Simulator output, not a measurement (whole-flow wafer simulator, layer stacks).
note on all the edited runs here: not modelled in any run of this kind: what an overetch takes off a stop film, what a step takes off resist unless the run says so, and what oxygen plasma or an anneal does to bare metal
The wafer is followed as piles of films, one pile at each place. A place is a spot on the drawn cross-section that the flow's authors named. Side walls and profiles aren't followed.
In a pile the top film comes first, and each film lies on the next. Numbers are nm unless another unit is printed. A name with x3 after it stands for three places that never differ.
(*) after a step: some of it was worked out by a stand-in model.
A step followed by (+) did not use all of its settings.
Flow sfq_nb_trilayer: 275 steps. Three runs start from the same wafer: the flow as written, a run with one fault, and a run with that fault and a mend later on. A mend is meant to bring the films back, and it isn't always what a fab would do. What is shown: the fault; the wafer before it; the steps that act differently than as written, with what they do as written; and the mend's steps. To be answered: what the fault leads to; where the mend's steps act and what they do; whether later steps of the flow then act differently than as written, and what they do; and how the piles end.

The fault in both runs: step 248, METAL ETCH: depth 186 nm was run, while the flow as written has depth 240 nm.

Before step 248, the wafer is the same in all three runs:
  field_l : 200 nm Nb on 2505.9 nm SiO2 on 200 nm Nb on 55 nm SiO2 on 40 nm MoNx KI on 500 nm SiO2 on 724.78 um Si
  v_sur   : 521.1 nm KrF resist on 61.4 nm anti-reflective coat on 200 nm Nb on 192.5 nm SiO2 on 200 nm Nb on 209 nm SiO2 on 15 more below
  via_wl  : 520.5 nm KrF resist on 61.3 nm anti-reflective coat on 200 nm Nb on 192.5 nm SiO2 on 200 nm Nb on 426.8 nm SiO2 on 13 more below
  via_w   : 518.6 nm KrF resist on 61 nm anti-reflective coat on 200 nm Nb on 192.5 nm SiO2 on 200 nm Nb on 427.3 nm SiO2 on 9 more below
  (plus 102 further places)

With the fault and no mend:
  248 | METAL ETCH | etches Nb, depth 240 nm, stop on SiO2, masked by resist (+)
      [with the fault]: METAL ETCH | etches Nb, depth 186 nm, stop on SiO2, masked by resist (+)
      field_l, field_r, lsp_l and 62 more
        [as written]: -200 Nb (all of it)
        [with the fault]: -186 Nb
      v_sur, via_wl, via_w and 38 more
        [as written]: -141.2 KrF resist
        [with the fault]: -109.4 KrF resist
  Steps further on in the flow that do not act as written:
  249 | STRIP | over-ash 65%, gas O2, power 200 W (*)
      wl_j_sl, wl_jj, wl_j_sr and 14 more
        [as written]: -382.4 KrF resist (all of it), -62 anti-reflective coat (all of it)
        [with the fault]: -414.1 KrF resist (all of it), -62 anti-reflective coat (all of it)
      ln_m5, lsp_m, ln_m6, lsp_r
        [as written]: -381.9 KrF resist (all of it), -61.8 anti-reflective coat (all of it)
        [with the fault]: -413.7 KrF resist (all of it), -61.8 anti-reflective coat (all of it)
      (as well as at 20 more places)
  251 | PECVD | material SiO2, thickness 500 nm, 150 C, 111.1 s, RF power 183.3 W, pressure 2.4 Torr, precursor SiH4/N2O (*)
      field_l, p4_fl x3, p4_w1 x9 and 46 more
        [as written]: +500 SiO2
        [with the fault]: +500 SiO2 (new film)
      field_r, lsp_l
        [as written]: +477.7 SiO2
        [with the fault]: +479.2 SiO2 (new film)
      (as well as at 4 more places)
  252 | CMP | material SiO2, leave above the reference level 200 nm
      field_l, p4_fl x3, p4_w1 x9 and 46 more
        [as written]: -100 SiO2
        [with the fault]: -114 SiO2
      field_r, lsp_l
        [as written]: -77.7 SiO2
        [with the fault]: -93.2 SiO2
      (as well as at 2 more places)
  By the end, the piles at field_l, field_r, lsp_l and 62 more depart from the flow's by more than 2% or 0.5 nm, whichever is larger.
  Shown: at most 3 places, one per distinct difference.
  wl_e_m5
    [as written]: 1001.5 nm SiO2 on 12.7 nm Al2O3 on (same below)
    [with the fault]: 386 nm SiO2 on 14 nm Nb on 601.5 nm SiO2 on 12.7 nm Al2O3 on (same below)
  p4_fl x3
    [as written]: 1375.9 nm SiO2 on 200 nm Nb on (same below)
    [with the fault]: 386 nm SiO2 on 14 nm Nb on 975.9 nm SiO2 on 200 nm Nb on (same below)
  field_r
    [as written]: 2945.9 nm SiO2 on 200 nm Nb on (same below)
    [with the fault]: 386 nm SiO2 on 14 nm Nb on 2545.9 nm SiO2 on 200 nm Nb on (same below)

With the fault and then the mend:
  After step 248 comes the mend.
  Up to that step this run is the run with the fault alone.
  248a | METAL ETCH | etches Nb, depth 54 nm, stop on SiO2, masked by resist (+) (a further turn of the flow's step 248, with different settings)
      field_l, field_r, lsp_l and 62 more
        -14 Nb (all of it)
      v_sur, via_wl, via_w and 38 more
        -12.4 KrF resist
  Steps further on in the flow that do not act as written:
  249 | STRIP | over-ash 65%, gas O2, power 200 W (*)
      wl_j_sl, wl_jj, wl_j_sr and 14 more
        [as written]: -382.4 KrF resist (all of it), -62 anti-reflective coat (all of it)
        [with the mend]: -401.8 KrF resist (all of it), -62 anti-reflective coat (all of it)
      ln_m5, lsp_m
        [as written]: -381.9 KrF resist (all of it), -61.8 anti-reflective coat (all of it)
        [with the mend]: -401.3 KrF resist (all of it), -61.8 anti-reflective coat (all of it)
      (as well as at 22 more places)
  The piles end the same as the flow's at every place that both follow.
